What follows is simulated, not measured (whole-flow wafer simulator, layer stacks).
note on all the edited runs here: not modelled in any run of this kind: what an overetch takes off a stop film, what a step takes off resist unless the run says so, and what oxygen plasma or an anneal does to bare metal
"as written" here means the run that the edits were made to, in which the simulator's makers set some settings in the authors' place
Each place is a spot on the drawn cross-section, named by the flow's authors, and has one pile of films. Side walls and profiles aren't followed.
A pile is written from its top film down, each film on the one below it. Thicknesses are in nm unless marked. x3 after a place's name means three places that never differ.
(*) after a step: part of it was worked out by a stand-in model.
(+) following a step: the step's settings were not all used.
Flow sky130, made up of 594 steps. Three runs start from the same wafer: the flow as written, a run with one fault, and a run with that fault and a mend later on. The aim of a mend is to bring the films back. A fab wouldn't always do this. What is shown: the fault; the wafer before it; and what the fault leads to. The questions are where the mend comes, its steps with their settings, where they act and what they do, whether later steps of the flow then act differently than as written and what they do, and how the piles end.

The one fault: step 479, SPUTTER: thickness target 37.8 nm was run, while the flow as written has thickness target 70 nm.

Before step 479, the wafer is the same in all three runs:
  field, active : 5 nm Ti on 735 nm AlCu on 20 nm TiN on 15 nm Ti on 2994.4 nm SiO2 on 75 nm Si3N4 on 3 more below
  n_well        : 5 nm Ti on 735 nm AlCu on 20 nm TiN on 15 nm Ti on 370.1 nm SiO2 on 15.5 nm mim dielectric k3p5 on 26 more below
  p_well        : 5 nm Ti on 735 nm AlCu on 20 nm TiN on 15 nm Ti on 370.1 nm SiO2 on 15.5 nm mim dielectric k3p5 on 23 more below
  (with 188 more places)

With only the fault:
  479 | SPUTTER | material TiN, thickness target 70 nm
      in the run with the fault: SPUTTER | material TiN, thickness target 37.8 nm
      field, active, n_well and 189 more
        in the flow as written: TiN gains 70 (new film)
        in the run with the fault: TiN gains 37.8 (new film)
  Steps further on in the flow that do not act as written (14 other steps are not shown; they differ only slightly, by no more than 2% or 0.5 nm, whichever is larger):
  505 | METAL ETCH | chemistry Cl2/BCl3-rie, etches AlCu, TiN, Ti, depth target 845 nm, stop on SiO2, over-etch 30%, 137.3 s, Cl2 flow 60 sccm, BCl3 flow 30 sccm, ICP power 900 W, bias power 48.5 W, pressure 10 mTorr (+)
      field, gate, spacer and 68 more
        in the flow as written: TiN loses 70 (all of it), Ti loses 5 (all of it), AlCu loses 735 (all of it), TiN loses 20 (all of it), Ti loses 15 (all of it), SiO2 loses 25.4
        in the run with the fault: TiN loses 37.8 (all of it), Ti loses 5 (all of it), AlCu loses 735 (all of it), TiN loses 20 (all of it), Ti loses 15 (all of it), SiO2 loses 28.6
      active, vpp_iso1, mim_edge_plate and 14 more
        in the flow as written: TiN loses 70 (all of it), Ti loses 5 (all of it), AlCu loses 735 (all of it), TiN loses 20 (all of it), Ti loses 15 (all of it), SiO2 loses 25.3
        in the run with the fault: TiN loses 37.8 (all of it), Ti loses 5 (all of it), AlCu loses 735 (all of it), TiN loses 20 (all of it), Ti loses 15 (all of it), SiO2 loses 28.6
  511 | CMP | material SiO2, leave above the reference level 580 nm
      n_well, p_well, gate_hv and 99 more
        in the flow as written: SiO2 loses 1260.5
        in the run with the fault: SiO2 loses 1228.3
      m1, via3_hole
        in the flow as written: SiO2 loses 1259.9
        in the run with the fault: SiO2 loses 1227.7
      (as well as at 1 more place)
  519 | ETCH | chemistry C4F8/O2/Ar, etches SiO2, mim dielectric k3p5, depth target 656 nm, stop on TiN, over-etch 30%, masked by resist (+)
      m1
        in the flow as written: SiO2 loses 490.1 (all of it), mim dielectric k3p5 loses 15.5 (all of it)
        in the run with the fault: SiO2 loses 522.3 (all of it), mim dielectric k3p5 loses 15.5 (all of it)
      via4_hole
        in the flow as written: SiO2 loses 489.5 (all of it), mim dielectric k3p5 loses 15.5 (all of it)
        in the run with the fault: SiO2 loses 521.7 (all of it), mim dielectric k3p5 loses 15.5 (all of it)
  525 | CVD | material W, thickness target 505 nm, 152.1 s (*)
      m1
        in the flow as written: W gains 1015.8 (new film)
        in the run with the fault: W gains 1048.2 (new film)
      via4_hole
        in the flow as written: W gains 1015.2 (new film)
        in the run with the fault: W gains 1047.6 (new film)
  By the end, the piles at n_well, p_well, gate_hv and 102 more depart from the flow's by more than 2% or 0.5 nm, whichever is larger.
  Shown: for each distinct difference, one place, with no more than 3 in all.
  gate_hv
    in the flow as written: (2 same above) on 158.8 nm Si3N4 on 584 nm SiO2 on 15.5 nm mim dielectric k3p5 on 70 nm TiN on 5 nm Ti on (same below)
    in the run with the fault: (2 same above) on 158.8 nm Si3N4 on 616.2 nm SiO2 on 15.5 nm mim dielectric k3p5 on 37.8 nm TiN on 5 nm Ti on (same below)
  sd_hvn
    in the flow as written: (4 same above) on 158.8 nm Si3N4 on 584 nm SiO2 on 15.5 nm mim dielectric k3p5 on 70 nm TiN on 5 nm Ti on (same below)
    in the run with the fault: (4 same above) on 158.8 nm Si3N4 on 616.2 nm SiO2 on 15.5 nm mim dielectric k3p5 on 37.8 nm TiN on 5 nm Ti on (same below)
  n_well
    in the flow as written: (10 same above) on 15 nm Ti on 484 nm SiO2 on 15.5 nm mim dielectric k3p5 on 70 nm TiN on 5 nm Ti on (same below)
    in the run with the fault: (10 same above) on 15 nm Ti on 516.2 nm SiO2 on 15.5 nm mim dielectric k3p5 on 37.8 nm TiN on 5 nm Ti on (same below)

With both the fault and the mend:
  The mend stands after step 479.
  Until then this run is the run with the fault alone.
  479a | SPUTTER | material TiN, thickness target 32.2 nm (a further turn of the flow's step 479, with different settings)
      field, active, n_well and 189 more
        TiN gains 32.2
  Every later step of the flow that is run acts as written at every place that is followed.
  The piles end the same as the flow's at every place that both follow.
